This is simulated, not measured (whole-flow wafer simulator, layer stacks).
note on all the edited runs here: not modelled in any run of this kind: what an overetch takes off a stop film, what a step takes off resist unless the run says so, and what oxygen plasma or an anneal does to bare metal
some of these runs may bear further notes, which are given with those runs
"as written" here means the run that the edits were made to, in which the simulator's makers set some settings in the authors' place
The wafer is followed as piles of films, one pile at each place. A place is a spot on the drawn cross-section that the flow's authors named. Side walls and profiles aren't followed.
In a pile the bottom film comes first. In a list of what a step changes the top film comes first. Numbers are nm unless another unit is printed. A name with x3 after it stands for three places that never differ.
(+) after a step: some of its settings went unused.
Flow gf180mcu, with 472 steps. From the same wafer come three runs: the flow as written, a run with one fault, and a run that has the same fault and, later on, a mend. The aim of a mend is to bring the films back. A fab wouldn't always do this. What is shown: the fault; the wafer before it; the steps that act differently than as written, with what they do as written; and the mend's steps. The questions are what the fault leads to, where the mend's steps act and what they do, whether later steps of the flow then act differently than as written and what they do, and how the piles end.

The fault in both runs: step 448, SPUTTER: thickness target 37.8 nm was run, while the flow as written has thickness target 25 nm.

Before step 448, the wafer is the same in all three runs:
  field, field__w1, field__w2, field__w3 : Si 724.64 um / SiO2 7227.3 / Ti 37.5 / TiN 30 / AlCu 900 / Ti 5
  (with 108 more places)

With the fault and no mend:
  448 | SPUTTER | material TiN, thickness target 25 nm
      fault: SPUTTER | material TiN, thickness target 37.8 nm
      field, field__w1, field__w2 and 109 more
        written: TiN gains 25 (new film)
        fault: TiN gains 37.8 (new film)
  Steps further on in the flow that do not act as written (4 more steps, not shown, differ only slightly: by at most 2% or 0.5 nm, whichever is larger):
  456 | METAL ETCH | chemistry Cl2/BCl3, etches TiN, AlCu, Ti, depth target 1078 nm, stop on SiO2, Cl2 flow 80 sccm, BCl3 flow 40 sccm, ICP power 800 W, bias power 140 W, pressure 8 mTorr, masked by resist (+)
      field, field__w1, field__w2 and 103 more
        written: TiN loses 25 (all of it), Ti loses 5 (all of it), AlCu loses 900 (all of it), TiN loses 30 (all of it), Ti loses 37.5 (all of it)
        fault: TiN loses 37.8 (all of it), Ti loses 5 (all of it), AlCu loses 900 (all of it), TiN loses 30 (all of it), Ti loses 37.5 (all of it)
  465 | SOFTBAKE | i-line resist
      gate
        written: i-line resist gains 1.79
        fault: i-line resist loses 0.27
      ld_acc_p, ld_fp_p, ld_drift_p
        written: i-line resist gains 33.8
        fault: i-line resist gains 27.4
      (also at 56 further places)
  The piles end different from the flow's at field__w8, contact, m1, m1__w1, pad, m1_nw by more than 2% or 0.5 nm, whichever is larger.
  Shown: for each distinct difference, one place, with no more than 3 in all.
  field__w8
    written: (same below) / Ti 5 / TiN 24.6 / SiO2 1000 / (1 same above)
    fault: (same below) / Ti 5 / TiN 37.4 / SiO2 1000 / (1 same above)
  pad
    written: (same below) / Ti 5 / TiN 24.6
    fault: (same below) / Ti 5 / TiN 37.4

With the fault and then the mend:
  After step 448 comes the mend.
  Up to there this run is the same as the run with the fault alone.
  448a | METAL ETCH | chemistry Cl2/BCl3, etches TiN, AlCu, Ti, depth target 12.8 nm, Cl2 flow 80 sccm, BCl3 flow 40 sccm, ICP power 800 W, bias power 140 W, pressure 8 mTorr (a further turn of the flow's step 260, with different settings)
      field, field__w1, field__w2 and 109 more
        TiN loses 12.8
  Later steps of the flow that are run all act as written at every place that is followed.
  At every place that both follow, the piles at the end match the flow's.
